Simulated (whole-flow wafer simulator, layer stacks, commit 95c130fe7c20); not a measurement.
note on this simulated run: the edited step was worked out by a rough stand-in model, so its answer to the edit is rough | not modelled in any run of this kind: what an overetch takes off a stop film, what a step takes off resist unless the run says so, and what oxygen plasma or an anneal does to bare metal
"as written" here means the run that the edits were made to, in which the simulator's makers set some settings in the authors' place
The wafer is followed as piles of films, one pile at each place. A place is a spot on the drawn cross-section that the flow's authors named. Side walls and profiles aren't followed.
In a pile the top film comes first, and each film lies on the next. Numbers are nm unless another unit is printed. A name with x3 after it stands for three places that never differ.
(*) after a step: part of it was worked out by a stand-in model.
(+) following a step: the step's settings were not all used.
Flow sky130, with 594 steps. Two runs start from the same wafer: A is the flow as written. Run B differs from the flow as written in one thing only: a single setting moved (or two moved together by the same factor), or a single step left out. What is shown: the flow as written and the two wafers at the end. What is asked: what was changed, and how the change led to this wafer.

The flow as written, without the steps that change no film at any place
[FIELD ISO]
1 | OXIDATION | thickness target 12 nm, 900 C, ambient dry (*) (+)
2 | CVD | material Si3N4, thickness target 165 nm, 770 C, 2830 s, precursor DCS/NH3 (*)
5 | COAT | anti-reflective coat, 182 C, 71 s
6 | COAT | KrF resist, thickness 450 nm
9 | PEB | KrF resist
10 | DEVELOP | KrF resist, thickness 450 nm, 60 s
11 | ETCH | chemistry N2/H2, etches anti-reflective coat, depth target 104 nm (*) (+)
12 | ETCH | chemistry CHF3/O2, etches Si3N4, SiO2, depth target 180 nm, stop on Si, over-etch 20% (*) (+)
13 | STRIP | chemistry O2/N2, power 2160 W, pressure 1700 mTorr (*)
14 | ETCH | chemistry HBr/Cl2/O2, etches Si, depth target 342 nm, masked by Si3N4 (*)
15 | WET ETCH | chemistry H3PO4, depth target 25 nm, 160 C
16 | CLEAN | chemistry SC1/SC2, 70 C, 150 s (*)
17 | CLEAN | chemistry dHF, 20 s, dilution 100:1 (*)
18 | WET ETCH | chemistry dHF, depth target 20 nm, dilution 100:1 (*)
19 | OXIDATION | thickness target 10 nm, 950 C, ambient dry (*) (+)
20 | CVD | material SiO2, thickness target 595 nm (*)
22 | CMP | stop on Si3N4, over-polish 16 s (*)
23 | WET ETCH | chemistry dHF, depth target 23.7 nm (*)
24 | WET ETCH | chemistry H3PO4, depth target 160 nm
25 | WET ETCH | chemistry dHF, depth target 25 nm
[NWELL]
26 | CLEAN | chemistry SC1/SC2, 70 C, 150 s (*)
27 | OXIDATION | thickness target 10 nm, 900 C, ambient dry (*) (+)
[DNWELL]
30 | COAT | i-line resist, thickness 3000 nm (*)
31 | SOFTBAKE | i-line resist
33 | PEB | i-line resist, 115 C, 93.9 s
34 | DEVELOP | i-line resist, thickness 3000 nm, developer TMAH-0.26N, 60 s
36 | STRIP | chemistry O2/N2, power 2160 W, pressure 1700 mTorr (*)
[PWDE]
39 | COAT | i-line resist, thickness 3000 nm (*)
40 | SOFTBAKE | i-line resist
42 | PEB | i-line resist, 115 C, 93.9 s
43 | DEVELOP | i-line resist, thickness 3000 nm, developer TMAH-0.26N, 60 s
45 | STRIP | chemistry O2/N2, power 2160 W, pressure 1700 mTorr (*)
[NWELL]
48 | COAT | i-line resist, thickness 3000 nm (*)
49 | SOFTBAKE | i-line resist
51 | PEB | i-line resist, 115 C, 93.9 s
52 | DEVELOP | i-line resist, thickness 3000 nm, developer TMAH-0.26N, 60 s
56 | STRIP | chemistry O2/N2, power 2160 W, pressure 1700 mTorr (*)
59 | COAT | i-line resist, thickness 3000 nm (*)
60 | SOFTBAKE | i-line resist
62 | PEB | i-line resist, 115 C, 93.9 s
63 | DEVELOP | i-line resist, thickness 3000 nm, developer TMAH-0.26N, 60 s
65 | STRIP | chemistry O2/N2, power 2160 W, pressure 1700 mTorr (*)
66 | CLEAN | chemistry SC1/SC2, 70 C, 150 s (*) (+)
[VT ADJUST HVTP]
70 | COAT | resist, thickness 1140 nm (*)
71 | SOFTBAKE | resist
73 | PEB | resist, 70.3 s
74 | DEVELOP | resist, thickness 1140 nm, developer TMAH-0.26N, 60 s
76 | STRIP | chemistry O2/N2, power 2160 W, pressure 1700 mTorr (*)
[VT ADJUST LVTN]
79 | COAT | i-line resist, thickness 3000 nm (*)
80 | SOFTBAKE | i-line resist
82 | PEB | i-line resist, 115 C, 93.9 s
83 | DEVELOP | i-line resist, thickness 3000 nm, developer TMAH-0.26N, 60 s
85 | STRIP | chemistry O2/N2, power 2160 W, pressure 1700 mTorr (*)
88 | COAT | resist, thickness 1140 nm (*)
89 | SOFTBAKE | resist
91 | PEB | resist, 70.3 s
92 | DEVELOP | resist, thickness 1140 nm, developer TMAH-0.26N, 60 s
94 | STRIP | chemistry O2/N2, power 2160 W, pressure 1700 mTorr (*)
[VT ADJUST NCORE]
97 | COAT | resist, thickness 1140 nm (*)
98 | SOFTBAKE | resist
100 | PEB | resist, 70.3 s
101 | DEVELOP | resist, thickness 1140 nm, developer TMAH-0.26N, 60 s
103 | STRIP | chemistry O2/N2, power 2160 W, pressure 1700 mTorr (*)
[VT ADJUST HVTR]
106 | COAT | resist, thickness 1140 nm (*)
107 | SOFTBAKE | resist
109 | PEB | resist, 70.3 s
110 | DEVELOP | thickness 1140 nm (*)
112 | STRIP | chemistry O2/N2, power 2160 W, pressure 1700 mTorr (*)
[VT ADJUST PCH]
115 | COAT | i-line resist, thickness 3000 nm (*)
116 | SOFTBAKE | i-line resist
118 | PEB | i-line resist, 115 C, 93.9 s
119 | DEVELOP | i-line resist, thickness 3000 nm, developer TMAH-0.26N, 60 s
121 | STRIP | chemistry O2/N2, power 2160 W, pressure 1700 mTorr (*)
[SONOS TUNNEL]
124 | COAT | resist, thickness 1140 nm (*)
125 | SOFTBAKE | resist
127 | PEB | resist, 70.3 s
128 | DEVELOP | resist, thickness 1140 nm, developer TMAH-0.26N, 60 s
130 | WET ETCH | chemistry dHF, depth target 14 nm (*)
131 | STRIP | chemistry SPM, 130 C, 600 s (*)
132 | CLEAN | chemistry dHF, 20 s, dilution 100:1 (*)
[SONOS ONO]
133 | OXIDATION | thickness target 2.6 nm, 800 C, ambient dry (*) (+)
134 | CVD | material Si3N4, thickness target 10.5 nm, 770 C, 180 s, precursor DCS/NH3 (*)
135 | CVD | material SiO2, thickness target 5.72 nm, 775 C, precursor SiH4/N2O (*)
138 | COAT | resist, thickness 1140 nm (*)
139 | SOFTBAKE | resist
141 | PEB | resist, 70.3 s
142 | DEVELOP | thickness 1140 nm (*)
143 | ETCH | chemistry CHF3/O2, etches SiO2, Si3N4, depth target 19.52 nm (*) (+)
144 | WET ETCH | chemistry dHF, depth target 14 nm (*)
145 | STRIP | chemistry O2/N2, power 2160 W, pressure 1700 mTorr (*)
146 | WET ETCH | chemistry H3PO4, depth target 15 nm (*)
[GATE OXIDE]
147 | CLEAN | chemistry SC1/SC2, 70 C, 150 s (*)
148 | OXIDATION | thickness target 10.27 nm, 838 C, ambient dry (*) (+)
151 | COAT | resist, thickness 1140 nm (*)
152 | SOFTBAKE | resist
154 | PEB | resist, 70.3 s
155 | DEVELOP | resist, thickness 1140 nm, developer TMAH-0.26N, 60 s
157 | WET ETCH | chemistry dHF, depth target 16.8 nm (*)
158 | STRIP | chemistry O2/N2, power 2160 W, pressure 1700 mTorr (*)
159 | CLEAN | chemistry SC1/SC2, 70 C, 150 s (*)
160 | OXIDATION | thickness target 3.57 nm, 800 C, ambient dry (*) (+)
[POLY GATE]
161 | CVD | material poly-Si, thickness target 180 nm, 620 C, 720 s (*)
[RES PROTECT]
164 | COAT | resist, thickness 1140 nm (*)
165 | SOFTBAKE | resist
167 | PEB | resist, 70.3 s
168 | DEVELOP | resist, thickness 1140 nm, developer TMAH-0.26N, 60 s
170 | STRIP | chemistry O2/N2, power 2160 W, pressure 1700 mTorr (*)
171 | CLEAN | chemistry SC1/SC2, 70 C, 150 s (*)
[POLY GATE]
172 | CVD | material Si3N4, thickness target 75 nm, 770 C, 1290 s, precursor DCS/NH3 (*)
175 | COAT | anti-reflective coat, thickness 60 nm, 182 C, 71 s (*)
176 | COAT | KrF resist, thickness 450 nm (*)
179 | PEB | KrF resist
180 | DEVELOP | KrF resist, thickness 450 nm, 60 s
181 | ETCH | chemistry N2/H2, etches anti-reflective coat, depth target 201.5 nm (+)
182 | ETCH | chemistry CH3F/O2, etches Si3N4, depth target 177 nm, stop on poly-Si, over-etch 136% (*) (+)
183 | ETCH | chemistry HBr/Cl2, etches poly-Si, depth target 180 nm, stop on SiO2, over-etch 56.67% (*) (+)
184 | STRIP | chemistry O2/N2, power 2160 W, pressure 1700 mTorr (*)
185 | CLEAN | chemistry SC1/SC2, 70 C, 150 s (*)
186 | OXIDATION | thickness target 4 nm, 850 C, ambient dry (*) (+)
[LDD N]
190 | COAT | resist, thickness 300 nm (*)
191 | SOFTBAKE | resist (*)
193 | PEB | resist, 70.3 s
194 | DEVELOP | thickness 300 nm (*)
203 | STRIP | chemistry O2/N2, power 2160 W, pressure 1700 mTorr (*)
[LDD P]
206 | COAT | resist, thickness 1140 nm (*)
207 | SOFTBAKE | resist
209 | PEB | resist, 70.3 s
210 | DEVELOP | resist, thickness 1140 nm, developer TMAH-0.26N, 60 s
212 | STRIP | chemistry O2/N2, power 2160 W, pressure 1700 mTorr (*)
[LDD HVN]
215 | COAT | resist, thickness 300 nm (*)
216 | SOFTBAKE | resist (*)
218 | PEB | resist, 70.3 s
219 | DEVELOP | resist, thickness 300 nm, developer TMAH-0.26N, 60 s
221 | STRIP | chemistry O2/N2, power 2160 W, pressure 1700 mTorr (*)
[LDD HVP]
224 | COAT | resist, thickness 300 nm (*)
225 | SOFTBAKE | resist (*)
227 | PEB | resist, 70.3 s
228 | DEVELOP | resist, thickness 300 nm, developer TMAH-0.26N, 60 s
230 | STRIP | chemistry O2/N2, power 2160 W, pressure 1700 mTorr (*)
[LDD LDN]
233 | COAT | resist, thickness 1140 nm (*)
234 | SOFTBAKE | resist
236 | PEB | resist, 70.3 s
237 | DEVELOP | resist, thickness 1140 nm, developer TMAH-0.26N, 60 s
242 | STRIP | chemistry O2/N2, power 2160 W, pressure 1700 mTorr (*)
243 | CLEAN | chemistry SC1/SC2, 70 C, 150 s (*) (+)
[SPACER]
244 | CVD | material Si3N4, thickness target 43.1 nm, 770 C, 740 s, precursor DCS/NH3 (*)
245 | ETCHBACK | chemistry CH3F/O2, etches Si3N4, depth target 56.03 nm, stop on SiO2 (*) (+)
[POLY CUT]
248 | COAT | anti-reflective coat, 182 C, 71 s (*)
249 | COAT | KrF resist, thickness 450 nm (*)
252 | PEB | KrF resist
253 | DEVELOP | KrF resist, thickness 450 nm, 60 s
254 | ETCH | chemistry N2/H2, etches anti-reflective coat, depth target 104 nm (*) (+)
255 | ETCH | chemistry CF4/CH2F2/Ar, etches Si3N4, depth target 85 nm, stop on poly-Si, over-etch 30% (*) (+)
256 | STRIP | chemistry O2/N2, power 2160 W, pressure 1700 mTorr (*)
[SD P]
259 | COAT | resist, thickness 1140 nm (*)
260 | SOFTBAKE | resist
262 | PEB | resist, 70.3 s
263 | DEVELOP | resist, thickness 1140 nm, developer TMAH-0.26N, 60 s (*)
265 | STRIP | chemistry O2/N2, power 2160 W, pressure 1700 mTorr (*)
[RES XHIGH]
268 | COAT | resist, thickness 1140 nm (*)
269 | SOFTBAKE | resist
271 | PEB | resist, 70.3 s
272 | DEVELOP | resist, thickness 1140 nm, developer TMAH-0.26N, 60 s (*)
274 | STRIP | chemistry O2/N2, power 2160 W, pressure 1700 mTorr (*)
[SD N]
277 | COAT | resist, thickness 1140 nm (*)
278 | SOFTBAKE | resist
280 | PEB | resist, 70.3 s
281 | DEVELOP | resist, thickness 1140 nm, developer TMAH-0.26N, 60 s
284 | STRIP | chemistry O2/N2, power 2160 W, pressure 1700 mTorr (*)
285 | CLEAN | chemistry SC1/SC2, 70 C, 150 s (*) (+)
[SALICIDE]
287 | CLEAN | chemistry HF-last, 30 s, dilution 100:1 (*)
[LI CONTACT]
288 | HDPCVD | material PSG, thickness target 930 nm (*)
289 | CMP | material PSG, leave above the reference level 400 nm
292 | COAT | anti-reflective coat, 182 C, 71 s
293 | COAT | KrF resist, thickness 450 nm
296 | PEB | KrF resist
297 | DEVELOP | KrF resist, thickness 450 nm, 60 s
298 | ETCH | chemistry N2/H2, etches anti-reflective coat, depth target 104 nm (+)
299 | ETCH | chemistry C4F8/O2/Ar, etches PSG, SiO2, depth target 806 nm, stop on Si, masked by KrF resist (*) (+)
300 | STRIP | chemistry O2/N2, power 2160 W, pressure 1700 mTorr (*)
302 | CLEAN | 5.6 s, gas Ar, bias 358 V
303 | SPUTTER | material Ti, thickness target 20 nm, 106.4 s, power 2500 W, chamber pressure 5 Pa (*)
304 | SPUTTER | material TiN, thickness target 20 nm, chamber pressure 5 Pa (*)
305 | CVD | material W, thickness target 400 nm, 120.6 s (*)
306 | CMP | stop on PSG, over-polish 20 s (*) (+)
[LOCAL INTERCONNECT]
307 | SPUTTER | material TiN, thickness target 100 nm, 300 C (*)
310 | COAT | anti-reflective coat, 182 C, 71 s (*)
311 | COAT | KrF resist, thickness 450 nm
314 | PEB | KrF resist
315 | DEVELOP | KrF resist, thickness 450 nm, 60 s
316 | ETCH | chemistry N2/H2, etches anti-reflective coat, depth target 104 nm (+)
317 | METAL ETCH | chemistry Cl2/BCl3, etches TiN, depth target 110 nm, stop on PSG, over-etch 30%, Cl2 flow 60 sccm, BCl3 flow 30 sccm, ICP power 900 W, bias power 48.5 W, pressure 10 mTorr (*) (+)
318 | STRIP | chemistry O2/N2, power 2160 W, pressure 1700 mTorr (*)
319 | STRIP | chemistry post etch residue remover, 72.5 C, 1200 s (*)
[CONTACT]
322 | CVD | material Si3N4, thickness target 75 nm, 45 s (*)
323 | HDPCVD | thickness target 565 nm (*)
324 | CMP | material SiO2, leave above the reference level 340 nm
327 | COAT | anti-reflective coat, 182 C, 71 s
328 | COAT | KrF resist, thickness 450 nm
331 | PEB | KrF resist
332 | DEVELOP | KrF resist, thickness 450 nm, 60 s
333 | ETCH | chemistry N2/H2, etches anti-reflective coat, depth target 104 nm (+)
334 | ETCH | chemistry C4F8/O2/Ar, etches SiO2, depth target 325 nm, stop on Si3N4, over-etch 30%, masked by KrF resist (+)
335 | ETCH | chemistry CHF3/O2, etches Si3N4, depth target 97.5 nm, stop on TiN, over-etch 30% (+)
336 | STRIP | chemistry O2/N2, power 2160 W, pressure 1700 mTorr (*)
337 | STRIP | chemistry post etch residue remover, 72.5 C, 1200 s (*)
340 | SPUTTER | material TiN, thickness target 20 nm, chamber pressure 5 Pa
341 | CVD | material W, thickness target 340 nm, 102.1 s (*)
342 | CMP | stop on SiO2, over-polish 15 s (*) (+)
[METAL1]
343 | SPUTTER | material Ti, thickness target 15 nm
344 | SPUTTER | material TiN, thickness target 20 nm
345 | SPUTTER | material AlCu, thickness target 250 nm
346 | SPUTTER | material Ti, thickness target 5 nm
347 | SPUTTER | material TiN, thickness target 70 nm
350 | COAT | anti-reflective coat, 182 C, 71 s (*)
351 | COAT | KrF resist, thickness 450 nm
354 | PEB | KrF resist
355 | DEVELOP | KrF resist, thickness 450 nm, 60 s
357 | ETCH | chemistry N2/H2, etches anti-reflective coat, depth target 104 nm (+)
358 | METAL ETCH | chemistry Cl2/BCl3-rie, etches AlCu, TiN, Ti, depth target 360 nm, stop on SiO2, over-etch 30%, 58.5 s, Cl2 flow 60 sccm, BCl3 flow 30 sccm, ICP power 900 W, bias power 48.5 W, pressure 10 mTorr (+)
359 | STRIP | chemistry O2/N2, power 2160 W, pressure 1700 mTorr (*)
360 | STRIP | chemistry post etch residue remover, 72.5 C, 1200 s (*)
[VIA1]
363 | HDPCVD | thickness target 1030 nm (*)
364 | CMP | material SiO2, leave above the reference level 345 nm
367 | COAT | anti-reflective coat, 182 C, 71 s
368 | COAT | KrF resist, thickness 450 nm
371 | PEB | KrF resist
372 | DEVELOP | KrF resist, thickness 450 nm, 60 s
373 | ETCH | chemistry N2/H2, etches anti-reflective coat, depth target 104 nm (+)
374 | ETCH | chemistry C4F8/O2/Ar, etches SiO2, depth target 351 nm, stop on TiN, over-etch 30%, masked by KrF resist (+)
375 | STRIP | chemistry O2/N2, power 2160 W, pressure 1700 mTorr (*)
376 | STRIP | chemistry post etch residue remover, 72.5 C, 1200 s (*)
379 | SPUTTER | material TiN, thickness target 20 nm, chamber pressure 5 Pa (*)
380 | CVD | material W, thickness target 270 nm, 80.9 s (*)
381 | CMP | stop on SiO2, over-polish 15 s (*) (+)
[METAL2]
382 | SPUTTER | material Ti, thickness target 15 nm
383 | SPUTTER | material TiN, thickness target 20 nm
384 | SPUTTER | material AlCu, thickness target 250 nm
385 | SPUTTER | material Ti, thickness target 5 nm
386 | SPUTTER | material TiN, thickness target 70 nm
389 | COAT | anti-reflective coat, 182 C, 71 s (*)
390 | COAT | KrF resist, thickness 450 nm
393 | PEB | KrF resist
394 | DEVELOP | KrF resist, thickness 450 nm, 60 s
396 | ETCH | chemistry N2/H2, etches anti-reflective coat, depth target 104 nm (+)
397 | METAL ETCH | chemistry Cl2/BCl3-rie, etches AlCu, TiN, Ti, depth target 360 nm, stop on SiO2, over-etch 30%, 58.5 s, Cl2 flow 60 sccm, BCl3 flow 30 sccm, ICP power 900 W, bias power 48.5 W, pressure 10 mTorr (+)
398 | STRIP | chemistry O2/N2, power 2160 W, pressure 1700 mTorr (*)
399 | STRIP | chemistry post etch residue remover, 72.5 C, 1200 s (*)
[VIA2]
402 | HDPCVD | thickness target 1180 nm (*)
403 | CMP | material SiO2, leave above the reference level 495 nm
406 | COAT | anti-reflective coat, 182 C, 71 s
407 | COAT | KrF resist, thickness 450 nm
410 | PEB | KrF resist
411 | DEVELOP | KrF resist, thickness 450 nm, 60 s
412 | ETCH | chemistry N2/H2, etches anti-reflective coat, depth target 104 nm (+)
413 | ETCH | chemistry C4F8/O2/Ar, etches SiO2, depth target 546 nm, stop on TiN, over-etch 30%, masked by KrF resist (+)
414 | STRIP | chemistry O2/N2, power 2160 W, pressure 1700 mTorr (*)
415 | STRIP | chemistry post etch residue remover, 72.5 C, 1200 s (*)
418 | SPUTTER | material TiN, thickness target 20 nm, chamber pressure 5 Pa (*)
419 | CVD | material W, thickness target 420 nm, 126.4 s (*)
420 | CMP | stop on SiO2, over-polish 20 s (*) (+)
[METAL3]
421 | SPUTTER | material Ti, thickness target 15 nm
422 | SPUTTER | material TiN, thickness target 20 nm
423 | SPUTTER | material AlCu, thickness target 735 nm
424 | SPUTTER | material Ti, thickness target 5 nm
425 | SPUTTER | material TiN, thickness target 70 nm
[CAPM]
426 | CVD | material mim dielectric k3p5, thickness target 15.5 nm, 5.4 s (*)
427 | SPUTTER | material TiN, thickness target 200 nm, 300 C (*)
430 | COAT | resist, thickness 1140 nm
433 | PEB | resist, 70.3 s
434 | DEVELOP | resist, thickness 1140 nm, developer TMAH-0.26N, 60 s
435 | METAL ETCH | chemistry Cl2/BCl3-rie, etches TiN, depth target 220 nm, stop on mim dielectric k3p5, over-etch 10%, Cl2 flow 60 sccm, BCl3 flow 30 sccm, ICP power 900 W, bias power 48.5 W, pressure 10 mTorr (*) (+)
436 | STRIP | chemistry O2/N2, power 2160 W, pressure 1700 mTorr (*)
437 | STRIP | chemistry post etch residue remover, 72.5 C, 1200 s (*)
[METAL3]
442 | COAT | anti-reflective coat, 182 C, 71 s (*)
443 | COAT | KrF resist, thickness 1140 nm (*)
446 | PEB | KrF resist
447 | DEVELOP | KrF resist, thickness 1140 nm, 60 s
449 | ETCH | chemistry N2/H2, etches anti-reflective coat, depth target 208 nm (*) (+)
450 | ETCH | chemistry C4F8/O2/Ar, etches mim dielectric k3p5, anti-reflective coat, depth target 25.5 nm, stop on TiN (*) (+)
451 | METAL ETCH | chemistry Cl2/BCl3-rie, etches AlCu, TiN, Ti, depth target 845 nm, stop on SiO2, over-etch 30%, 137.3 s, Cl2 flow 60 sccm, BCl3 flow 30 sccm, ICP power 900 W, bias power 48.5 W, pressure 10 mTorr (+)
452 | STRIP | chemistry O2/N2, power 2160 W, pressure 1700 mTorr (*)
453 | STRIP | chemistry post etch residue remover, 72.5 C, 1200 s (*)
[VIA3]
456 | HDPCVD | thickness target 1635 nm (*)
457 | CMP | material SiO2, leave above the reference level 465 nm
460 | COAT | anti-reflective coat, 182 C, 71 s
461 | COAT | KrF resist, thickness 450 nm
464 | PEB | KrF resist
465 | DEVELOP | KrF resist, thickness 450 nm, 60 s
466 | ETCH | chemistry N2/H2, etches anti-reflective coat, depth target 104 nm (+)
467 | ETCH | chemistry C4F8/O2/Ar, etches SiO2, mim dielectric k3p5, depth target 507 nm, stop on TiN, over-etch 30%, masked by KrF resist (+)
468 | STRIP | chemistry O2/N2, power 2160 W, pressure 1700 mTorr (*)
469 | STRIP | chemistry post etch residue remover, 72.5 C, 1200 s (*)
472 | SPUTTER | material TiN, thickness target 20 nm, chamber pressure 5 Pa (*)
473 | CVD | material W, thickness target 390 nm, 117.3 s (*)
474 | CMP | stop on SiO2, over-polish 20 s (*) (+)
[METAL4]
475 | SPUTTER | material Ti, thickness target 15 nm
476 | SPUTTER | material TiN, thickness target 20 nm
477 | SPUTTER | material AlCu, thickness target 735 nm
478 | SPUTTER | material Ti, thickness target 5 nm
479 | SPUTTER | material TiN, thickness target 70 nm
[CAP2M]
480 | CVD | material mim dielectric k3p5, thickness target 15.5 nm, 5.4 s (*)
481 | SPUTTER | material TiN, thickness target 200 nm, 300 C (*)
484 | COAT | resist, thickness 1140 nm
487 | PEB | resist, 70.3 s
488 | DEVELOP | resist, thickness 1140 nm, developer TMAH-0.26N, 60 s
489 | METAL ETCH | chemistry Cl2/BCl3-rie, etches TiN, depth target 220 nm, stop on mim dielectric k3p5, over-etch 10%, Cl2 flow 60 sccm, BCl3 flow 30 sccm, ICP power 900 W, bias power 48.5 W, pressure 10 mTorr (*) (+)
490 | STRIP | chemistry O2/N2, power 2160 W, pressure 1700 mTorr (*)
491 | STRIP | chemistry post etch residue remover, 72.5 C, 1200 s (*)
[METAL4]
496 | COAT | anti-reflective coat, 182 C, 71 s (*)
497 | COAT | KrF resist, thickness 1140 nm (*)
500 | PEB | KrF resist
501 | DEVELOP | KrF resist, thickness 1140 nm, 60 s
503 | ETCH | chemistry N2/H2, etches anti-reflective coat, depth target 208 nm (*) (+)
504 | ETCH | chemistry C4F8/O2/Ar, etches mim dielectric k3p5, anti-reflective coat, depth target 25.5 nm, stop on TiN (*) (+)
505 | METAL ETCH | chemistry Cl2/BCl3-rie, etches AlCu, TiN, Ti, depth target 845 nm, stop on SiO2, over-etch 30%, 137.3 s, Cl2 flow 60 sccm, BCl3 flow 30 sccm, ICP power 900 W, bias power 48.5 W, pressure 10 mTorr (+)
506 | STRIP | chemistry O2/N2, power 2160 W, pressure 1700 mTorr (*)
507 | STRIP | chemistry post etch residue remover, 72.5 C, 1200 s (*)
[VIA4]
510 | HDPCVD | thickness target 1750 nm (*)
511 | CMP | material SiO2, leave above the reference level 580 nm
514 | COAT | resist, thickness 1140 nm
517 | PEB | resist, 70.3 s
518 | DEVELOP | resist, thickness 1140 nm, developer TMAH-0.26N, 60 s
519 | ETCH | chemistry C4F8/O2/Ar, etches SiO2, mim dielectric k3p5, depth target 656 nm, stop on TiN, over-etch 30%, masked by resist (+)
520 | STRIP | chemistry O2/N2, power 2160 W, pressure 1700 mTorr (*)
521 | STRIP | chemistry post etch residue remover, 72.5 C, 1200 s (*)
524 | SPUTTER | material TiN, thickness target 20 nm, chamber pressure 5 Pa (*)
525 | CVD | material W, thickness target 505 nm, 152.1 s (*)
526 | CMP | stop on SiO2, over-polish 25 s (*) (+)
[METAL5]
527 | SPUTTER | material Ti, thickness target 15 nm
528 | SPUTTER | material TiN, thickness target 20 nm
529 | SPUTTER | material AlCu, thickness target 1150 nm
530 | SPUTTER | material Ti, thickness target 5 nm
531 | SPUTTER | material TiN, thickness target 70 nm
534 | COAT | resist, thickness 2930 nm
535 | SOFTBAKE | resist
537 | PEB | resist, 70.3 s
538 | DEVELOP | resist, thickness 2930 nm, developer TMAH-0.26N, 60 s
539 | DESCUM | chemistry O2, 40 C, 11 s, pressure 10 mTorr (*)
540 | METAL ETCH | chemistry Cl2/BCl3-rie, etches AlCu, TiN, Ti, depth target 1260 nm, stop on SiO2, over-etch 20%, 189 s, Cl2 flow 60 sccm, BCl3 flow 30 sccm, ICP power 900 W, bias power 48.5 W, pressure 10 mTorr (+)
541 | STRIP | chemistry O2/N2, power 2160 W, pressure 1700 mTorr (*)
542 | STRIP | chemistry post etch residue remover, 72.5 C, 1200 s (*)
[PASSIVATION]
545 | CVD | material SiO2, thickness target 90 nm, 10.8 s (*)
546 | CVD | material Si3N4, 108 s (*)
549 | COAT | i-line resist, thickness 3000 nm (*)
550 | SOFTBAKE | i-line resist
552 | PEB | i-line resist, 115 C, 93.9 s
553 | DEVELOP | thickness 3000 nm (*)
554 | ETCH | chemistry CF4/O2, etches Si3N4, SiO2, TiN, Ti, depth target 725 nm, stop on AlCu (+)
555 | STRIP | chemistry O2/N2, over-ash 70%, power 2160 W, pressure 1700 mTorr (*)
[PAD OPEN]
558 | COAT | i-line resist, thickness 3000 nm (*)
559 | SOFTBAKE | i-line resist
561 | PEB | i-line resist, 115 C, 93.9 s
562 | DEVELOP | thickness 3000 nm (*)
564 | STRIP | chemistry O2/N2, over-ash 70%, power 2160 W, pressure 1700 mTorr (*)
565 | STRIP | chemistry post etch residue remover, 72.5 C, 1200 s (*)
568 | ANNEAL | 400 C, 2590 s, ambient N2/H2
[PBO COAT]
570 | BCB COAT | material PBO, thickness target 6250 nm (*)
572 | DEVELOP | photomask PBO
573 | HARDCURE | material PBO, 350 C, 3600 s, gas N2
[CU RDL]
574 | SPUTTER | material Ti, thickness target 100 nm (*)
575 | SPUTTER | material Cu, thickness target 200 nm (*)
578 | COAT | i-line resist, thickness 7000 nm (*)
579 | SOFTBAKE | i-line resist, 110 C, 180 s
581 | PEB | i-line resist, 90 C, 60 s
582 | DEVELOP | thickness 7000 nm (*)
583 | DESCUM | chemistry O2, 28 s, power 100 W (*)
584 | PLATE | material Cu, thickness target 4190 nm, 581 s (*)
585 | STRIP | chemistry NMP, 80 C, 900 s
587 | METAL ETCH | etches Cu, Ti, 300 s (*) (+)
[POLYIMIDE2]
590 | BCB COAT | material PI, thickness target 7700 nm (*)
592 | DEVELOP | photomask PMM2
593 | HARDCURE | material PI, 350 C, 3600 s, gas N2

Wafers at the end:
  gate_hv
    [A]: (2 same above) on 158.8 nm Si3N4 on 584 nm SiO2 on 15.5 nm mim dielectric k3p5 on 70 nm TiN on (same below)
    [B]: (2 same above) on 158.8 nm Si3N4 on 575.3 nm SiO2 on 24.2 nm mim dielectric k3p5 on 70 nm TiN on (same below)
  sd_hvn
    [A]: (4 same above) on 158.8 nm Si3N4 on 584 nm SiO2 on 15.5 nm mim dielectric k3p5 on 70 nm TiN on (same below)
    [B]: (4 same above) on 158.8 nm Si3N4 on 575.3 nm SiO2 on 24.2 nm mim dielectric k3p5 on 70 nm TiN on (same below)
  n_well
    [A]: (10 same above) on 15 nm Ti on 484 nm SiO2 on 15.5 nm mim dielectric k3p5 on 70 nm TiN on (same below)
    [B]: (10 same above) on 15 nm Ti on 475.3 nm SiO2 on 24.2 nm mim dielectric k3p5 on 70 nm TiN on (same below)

What caused this: step 480, CVD: thickness target 24.2 nm was run, while the flow as written has thickness target 15.5 nm; step 480, CVD: 8.42 s was run, where the flow has 5.4 s.
The wafer itself shows it: gate_hv has mim dielectric k3p5 24.2, and step 480 as written asks for 15.5 nm.

Step by step, how the change led to this:
  480 | CVD | material mim dielectric k3p5, thickness target 15.5 nm, 5.4 s (*)
      field, active, n_well and 189 more: A mim dielectric k3p5 gains 15.5 (new film) | B mim dielectric k3p5 gains 24.2 (new film)
  504 | ETCH | chemistry C4F8/O2/Ar, etches mim dielectric k3p5, anti-reflective coat, depth target 25.5 nm, stop on TiN (*) (+)
      n_well, p_well, gate_hv and 102 more: A KrF resist loses 15.5 | B KrF resist loses 17
      field, active, gate and 85 more: A mim dielectric k3p5 loses 15.5 (all of it) | B mim dielectric k3p5 loses 24.2 (all of it)
  519 | ETCH | chemistry C4F8/O2/Ar, etches SiO2, mim dielectric k3p5, depth target 656 nm, stop on TiN, over-etch 30%, masked by resist (+)
      m1: A SiO2 loses 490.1 (all of it), mim dielectric k3p5 loses 15.5 (all of it) | B SiO2 loses 481.4 (all of it), mim dielectric k3p5 loses 24.2 (all of it)
      via4_hole: A SiO2 loses 489.5 (all of it), mim dielectric k3p5 loses 15.5 (all of it) | B SiO2 loses 480.8 (all of it), mim dielectric k3p5 loses 24.2 (all of it)
